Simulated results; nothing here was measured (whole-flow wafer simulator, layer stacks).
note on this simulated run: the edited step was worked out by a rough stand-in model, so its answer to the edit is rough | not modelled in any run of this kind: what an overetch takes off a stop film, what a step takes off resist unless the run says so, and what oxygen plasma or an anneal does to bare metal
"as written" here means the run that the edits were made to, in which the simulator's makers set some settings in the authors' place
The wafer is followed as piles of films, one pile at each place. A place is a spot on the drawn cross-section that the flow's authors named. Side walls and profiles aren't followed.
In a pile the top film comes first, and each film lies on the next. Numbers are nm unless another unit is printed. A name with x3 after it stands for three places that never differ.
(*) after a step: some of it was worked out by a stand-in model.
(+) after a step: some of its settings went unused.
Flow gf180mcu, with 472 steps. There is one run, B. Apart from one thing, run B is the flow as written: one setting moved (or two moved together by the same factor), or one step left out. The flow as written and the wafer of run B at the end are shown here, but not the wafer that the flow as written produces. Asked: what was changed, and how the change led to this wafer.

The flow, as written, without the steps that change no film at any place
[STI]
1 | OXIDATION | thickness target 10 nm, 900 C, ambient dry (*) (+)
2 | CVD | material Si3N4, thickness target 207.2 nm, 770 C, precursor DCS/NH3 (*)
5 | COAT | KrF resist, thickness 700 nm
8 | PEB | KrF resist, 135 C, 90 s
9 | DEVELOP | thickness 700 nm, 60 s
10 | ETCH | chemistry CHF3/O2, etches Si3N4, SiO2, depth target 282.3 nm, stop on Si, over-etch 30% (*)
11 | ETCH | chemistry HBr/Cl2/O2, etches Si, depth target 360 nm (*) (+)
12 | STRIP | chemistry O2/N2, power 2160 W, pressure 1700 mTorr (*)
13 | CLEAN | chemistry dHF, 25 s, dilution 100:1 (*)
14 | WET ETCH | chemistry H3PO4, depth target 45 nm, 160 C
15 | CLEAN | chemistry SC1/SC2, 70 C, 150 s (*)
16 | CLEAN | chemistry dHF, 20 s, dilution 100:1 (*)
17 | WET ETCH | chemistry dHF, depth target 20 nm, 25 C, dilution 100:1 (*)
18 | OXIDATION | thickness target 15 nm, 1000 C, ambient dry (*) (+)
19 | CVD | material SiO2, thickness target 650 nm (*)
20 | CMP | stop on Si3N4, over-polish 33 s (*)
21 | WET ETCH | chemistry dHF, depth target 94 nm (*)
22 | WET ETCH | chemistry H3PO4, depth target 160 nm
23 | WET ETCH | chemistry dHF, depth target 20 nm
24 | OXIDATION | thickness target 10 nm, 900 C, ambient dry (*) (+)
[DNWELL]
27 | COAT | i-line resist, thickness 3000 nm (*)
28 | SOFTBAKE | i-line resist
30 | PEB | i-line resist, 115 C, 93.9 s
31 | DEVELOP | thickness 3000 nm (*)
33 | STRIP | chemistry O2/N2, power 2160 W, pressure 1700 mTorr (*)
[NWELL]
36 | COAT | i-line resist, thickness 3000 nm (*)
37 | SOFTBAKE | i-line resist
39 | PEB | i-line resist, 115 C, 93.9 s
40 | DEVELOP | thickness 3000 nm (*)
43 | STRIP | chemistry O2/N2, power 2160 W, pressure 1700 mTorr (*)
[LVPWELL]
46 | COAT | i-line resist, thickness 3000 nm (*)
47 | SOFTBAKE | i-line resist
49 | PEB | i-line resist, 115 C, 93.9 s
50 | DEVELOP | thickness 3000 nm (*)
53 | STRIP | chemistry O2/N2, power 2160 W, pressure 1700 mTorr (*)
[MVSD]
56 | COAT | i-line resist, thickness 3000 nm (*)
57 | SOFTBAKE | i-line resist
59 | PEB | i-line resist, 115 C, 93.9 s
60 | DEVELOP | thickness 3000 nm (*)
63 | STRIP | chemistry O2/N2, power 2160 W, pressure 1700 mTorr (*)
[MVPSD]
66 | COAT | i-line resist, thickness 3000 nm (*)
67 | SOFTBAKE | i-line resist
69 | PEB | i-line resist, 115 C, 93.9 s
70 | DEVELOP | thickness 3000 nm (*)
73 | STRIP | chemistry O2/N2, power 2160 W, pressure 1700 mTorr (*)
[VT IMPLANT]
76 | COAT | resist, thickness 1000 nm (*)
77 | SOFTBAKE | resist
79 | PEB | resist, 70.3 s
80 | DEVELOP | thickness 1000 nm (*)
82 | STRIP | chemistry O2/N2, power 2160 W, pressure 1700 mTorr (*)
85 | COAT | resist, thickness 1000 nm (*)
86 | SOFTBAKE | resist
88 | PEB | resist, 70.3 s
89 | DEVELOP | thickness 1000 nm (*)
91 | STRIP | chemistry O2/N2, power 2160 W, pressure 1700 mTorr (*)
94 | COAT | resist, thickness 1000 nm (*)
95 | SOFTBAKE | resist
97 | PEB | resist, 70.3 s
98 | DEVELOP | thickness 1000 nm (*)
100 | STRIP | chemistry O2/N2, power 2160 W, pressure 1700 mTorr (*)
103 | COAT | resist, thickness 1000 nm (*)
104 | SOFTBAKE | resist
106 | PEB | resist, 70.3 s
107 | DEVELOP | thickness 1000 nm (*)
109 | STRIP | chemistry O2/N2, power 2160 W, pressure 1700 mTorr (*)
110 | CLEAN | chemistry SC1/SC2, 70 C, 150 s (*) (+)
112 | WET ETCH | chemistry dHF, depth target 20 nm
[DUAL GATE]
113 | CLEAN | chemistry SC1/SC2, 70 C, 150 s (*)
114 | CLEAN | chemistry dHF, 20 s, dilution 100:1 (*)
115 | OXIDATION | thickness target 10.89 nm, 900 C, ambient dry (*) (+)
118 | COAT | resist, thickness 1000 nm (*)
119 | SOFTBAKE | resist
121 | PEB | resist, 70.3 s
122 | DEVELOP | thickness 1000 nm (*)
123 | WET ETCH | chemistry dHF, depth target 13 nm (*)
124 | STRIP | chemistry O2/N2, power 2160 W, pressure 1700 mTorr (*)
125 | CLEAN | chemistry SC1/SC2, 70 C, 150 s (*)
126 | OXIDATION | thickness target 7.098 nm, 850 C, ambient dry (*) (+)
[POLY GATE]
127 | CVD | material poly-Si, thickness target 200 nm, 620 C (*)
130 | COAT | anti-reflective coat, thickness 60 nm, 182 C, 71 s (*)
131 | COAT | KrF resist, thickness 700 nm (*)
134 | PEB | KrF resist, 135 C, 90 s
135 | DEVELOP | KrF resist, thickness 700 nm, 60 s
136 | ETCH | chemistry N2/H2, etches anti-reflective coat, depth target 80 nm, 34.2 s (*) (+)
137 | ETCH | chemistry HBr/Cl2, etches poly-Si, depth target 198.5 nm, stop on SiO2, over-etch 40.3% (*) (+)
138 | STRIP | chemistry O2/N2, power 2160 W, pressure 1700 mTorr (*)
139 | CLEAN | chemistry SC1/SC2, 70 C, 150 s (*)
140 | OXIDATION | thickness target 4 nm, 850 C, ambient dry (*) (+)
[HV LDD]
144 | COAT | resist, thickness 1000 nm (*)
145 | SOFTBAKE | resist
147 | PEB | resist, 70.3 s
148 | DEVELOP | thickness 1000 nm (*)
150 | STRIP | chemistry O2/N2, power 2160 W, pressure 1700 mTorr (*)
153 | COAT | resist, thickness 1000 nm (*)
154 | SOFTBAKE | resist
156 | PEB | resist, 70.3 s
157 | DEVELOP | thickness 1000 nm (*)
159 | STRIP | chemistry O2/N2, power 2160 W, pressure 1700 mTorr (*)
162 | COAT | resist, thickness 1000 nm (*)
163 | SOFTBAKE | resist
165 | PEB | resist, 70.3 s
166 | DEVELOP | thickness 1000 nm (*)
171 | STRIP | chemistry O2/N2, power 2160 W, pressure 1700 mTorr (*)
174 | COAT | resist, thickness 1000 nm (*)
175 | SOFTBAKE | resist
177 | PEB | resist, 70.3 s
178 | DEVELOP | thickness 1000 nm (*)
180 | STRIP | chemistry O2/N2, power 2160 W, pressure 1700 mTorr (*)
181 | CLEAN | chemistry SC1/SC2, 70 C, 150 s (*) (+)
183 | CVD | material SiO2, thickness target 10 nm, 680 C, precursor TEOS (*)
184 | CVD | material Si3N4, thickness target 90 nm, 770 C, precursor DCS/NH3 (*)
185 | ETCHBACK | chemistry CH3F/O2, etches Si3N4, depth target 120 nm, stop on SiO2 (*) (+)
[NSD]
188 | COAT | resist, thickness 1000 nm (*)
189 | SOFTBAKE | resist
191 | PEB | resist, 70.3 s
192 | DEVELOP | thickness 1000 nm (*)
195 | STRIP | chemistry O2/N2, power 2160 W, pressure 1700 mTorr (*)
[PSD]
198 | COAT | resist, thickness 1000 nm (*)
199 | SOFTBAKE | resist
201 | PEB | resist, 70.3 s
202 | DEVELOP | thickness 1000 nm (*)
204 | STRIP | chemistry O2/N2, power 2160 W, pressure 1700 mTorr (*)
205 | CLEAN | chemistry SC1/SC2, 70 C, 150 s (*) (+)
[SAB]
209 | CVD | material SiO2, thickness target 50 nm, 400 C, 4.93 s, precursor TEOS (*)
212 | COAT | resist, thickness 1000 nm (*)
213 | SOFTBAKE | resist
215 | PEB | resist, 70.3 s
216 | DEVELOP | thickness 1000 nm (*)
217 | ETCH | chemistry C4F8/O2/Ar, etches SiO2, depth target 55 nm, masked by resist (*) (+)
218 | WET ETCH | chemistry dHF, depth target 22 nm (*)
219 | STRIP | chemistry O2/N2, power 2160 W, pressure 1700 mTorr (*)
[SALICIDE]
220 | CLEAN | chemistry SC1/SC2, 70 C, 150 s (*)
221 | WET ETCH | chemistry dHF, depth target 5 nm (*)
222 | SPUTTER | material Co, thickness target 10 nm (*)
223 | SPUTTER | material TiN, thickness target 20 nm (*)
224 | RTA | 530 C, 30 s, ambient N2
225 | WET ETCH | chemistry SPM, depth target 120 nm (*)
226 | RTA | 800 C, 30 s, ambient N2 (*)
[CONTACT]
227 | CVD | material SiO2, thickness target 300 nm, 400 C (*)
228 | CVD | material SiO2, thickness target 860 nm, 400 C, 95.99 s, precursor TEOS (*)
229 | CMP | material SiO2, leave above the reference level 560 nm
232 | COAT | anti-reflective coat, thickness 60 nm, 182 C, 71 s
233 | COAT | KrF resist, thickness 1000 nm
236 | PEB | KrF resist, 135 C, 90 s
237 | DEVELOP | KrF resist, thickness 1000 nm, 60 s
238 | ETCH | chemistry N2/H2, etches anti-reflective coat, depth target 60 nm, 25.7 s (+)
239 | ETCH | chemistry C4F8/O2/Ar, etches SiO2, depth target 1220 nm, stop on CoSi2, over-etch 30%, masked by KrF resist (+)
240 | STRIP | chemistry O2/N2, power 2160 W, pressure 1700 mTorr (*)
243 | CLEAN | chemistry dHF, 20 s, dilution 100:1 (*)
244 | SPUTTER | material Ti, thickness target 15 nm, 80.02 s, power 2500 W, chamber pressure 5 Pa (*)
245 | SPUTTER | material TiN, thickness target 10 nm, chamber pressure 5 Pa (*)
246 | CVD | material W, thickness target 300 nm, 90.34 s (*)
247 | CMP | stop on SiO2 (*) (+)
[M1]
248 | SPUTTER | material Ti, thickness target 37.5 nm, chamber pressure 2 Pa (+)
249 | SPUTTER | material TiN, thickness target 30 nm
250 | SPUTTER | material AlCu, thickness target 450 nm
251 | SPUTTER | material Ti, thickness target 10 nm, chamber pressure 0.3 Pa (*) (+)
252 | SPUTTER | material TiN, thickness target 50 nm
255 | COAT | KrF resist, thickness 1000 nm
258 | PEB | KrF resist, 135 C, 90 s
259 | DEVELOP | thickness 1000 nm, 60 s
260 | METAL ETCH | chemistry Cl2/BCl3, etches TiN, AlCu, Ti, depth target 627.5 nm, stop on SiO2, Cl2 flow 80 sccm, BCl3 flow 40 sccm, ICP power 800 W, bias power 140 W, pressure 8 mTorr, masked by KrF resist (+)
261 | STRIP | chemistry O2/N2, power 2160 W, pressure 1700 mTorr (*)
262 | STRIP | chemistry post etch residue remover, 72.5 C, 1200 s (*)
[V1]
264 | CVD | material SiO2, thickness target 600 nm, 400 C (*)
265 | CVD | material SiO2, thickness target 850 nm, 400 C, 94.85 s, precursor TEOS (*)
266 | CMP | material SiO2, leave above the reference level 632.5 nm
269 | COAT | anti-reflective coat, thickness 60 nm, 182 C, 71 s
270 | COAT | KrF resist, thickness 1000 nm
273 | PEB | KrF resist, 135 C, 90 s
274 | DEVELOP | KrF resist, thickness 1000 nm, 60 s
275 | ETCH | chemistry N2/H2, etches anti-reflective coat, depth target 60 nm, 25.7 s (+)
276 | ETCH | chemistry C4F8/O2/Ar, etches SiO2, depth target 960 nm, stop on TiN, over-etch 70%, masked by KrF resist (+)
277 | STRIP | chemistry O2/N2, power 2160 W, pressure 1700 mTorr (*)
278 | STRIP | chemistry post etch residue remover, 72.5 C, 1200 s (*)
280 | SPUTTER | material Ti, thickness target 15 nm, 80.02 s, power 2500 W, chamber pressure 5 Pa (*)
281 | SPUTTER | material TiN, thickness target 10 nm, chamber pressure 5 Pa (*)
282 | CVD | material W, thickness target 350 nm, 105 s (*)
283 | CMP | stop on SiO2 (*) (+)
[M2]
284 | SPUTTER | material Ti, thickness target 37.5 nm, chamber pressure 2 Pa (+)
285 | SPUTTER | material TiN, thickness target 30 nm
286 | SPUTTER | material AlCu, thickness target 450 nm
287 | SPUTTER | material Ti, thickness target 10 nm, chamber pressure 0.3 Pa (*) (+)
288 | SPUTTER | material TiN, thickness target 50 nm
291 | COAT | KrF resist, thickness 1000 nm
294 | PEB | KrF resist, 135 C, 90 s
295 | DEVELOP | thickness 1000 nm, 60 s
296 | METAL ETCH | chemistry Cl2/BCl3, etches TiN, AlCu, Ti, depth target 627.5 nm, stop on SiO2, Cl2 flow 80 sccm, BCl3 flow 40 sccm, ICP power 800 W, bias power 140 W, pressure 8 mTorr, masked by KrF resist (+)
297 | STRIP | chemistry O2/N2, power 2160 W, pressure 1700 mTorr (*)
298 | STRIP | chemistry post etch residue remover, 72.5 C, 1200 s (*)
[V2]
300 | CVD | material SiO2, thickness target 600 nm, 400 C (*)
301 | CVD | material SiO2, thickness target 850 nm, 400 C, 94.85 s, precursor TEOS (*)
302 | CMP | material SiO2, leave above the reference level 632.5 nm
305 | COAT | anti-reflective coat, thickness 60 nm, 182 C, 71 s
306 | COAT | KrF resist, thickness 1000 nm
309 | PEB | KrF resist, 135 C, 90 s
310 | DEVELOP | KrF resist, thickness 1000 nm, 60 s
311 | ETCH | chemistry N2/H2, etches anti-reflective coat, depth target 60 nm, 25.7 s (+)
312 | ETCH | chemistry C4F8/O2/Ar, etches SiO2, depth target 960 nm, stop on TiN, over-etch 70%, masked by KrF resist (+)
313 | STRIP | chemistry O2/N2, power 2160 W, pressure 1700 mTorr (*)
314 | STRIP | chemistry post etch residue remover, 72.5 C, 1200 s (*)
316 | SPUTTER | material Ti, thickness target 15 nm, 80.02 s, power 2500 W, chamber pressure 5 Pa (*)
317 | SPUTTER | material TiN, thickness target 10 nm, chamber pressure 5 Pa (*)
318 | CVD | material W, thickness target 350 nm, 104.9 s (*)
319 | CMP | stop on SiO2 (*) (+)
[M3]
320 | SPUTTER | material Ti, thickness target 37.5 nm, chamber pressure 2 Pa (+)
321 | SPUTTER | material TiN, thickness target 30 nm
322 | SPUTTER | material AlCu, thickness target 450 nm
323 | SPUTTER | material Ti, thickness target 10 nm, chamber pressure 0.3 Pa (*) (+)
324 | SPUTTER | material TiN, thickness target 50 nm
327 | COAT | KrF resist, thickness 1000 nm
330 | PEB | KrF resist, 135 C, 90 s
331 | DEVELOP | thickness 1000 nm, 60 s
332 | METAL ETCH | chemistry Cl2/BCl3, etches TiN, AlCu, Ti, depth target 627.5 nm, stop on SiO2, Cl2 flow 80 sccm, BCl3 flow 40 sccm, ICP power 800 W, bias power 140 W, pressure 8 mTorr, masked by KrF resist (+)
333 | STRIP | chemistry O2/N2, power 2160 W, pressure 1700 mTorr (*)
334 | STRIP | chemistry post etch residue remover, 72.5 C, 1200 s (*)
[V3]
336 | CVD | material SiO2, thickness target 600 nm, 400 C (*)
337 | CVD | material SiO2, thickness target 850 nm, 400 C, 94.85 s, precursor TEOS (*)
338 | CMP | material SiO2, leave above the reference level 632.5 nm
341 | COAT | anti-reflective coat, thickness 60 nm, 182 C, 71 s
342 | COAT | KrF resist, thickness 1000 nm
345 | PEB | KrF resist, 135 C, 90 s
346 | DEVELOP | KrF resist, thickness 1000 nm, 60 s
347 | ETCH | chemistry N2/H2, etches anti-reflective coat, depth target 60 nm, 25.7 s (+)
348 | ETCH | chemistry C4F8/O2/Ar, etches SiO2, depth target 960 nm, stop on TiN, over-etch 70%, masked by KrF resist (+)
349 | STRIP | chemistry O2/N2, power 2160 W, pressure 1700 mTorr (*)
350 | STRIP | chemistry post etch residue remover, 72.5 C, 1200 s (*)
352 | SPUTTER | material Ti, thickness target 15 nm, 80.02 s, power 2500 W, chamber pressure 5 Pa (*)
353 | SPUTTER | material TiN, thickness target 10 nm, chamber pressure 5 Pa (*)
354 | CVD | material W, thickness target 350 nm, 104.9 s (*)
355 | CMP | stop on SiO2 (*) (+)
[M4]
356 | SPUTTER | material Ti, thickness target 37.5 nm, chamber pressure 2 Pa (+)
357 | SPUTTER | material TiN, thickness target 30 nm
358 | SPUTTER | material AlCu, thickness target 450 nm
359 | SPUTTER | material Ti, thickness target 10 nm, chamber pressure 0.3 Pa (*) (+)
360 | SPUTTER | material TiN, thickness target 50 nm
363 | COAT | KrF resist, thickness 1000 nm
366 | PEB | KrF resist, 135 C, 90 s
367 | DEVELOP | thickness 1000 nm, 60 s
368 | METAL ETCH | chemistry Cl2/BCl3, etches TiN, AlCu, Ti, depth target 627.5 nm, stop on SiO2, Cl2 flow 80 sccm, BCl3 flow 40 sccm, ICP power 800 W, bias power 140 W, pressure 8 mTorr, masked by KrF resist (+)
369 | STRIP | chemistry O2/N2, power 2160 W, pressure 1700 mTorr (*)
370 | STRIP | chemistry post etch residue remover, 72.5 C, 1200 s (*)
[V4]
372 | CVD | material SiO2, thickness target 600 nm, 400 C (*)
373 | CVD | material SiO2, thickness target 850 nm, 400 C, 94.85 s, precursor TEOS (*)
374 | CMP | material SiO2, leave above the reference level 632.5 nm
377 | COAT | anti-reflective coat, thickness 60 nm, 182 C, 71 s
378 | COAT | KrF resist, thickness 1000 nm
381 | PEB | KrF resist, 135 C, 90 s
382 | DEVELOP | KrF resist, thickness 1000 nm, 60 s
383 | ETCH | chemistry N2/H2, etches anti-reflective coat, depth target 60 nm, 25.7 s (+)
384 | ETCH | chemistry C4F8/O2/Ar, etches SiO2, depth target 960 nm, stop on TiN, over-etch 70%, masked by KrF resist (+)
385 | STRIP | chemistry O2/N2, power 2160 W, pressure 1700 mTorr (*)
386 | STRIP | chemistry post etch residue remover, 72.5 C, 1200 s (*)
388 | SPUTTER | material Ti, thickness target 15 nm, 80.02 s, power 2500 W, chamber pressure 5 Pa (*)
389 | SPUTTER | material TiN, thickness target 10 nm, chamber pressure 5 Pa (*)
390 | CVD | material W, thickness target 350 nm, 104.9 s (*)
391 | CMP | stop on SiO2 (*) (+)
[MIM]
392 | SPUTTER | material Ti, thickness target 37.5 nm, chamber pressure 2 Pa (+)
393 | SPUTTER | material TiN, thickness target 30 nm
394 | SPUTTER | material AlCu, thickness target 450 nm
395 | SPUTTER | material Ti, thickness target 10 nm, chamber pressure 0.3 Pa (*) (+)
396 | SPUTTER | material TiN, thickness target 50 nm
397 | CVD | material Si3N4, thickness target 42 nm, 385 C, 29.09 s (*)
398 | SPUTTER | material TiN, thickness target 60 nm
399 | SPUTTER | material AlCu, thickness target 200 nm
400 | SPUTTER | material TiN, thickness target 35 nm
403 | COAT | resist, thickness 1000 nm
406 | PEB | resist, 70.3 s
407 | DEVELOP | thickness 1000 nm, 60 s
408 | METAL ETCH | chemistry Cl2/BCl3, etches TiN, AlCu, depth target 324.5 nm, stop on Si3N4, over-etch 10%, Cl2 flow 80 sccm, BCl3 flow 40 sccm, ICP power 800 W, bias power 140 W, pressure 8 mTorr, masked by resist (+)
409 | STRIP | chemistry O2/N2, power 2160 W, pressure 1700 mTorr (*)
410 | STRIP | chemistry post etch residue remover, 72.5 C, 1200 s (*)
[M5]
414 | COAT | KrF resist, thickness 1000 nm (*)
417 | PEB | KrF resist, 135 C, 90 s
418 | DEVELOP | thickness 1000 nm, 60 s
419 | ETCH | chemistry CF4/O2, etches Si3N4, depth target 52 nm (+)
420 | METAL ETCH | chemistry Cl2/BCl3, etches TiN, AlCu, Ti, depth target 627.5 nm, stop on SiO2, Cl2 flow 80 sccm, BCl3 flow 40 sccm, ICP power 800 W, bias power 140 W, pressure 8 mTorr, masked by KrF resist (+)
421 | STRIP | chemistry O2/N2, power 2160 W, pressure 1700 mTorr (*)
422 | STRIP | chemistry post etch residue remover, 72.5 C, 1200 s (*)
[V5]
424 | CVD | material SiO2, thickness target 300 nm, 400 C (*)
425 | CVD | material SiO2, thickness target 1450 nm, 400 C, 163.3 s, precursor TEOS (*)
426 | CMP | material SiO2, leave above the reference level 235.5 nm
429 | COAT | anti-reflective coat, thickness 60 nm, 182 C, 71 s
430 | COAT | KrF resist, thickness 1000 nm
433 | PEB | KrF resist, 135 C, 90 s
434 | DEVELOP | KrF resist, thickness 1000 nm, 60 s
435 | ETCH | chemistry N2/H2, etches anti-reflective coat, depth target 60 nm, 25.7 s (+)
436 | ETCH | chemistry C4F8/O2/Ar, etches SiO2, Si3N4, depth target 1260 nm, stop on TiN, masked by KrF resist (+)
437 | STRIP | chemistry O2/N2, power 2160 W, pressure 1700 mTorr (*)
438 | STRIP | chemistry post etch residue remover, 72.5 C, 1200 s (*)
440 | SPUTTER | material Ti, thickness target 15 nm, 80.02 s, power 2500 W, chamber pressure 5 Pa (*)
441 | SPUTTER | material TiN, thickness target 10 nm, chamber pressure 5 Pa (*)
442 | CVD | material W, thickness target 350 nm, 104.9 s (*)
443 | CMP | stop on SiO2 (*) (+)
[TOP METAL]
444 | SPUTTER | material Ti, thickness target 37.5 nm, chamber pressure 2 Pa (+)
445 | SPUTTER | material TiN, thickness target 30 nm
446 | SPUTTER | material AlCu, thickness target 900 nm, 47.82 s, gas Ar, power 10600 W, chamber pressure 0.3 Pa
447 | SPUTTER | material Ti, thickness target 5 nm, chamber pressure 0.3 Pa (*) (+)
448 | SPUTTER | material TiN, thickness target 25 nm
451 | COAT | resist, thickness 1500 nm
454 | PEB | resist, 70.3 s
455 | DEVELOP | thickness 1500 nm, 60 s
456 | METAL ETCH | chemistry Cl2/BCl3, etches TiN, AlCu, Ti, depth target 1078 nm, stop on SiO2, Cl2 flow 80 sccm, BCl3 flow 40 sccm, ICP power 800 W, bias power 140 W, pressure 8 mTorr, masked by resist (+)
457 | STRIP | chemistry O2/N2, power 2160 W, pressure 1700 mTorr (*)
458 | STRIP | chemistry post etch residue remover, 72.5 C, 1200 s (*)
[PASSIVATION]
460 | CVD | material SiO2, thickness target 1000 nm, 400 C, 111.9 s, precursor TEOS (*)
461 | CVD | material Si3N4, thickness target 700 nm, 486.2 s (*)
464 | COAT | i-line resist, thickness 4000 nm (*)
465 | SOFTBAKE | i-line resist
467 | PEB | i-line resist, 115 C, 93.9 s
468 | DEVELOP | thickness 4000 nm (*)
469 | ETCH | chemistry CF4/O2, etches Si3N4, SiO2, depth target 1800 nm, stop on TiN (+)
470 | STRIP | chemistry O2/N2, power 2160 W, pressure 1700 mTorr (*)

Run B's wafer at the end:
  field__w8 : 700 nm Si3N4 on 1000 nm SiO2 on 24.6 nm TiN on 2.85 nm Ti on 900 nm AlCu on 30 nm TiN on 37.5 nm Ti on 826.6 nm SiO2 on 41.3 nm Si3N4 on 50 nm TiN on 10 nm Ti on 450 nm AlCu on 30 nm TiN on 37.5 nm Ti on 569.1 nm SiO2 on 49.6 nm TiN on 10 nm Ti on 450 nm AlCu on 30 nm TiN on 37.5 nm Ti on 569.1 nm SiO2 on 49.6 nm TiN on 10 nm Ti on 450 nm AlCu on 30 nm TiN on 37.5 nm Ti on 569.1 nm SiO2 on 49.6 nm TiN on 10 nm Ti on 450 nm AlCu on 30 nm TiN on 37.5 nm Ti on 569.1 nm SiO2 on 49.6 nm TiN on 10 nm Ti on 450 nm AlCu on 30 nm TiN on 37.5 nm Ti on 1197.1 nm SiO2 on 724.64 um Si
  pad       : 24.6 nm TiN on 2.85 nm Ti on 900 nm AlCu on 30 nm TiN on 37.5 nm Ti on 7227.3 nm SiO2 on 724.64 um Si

Cause: step 447, SPUTTER: thickness target 2.85 nm was run, though the flow has thickness target 5 nm.
One can read it off the wafer: field__w8 has Ti 2.85, and step 447 as written asks for 5 nm.

Step by step, how the change led to this:
  447 | SPUTTER | material Ti, thickness target 5 nm, chamber pressure 0.3 Pa (*) (+)
      field, field__w1, field__w2 and 109 more: Ti gains 2.85 (new film) (it would be, as written: Ti gains 5 (new film))
  456 | METAL ETCH | chemistry Cl2/BCl3, etches TiN, AlCu, Ti, depth target 1078 nm, stop on SiO2, Cl2 flow 80 sccm, BCl3 flow 40 sccm, ICP power 800 W, bias power 140 W, pressure 8 mTorr, masked by resist (+)
      field, field__w1, field__w2 and 103 more: TiN loses 25 (all of it), Ti loses 2.85 (all of it), AlCu loses 900 (all of it), TiN loses 30 (all of it), Ti loses 37.5 (all of it) (it would be, as written: TiN loses 25 (all of it), Ti loses 5 (all of it), AlCu loses 900 (all of it), TiN loses 30 (all of it), Ti loses 37.5 (all of it))
